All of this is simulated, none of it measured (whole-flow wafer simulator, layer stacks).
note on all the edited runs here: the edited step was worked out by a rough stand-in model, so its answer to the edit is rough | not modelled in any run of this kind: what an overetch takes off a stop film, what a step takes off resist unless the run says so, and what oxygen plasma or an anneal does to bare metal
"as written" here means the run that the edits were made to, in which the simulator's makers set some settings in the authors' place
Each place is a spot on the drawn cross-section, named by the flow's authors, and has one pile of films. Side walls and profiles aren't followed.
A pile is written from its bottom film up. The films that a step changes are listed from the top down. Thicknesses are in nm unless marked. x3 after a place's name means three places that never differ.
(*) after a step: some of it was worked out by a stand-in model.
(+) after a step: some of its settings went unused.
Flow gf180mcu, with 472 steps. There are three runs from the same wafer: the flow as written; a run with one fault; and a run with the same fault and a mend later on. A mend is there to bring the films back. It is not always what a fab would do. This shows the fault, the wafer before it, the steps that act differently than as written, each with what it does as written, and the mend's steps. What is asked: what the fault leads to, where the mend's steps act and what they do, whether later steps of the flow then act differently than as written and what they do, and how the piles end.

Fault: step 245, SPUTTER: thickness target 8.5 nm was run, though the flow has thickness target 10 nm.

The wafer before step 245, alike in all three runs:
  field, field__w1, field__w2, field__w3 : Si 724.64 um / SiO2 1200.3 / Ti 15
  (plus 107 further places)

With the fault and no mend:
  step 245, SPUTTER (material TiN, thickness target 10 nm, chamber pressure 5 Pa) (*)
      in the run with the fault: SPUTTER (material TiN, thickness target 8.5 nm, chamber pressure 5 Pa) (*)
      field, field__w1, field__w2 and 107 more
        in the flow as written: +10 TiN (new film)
        in the run with the fault: +8.5 TiN (new film)
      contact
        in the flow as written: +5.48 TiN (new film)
        in the run with the fault: +4.66 TiN (new film)
  Later steps of the flow acting differently than as written (not shown: 1 more step that differs only slightly, by at most 2% or 0.5 nm, whichever is larger):
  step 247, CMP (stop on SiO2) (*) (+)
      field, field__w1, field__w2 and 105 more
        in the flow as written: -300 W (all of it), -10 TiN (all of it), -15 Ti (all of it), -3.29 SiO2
        in the run with the fault: -300 W (all of it), -8.5 TiN (all of it), -15 Ti (all of it), -3.28 SiO2
  The piles end different from the flow's at contact, polyc_n, polyc_p by more than 2% or 0.5 nm, whichever is larger.
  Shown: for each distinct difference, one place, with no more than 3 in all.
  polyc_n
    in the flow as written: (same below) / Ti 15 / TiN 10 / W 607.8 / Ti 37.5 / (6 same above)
    in the run with the fault: (same below) / Ti 15 / TiN 8.5 / W 609.3 / Ti 37.5 / (6 same above)
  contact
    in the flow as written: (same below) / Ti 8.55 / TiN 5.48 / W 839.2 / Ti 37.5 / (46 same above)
    in the run with the fault: (same below) / Ti 8.55 / TiN 4.66 / W 840.1 / Ti 37.5 / (46 same above)

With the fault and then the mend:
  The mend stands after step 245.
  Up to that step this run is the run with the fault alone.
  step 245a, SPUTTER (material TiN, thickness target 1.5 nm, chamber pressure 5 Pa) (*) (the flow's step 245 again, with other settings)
      field, field__w1, field__w2 and 107 more
        +1.5 TiN
      contact
        +0.82 TiN
  None of the later steps of the flow acts differently than as written at any place that is followed.
  The piles end the same as the flow's at every place that both follow.
